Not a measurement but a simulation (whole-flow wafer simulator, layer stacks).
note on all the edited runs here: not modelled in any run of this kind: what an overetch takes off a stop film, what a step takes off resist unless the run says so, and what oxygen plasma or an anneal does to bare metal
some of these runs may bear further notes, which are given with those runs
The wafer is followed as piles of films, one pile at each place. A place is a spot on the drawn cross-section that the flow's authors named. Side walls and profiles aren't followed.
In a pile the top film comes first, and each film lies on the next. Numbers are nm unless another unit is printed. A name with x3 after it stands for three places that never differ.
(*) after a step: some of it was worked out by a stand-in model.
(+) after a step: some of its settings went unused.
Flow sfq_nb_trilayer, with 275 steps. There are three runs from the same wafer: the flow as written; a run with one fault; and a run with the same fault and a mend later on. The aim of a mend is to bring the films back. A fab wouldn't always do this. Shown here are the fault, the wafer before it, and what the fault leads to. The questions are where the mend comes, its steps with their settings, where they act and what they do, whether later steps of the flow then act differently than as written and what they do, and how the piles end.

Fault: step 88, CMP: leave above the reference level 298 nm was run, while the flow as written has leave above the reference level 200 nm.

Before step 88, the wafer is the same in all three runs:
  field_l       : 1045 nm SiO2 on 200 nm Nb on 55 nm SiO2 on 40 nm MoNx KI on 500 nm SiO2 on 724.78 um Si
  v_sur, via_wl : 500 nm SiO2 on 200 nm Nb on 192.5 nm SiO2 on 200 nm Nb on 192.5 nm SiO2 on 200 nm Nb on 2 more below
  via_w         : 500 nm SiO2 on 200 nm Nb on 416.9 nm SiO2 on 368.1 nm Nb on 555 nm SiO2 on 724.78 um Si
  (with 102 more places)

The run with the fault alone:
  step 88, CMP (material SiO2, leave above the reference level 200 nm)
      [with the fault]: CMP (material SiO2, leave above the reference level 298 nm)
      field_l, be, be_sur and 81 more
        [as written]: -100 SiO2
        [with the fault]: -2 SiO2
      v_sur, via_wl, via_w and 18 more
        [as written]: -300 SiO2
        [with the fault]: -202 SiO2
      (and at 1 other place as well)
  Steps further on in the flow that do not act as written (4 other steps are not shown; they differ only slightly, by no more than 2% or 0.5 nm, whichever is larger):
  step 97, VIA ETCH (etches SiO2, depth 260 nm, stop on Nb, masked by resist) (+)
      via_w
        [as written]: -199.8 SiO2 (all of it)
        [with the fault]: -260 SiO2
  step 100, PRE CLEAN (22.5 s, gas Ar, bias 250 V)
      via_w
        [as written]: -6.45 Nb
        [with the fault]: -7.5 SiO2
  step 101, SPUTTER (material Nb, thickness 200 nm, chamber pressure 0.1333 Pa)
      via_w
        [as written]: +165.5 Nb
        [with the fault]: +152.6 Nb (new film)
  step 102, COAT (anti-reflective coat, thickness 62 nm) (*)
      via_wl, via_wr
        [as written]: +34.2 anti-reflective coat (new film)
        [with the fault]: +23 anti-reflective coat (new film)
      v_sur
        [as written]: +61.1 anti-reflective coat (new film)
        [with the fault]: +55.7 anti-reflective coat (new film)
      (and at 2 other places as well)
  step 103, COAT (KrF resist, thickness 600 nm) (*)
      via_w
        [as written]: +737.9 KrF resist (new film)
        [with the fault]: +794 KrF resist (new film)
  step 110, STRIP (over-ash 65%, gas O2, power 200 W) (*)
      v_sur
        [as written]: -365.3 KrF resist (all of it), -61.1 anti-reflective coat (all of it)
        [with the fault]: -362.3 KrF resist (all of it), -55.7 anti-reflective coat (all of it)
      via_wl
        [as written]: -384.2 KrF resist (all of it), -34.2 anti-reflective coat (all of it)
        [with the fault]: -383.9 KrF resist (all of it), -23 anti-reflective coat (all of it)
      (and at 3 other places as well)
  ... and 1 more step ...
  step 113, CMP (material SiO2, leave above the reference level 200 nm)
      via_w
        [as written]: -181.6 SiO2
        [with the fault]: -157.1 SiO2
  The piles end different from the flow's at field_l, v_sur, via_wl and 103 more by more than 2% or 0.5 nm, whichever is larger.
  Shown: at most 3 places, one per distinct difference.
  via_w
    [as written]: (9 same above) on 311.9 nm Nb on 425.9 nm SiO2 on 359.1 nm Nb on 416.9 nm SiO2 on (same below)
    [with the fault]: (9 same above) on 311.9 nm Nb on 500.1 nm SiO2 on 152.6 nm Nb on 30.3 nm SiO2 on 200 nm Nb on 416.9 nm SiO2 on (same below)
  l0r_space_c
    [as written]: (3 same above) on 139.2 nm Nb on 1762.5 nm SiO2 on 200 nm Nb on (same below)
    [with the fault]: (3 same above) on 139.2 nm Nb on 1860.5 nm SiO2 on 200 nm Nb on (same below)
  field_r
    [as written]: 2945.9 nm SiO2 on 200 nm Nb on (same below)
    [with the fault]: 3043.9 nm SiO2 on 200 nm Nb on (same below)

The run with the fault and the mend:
  The mend follows step 89.
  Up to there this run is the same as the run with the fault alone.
  step 89a, CMP (material SiO2, leave above the reference level 200 nm) (the flow's step 88 again)
      field_l, v_sur, via_wl and 103 more
        -98 SiO2
  None of the later steps of the flow acts differently than as written at any place that is followed.
  At every place that both follow, the piles at the end match the flow's.
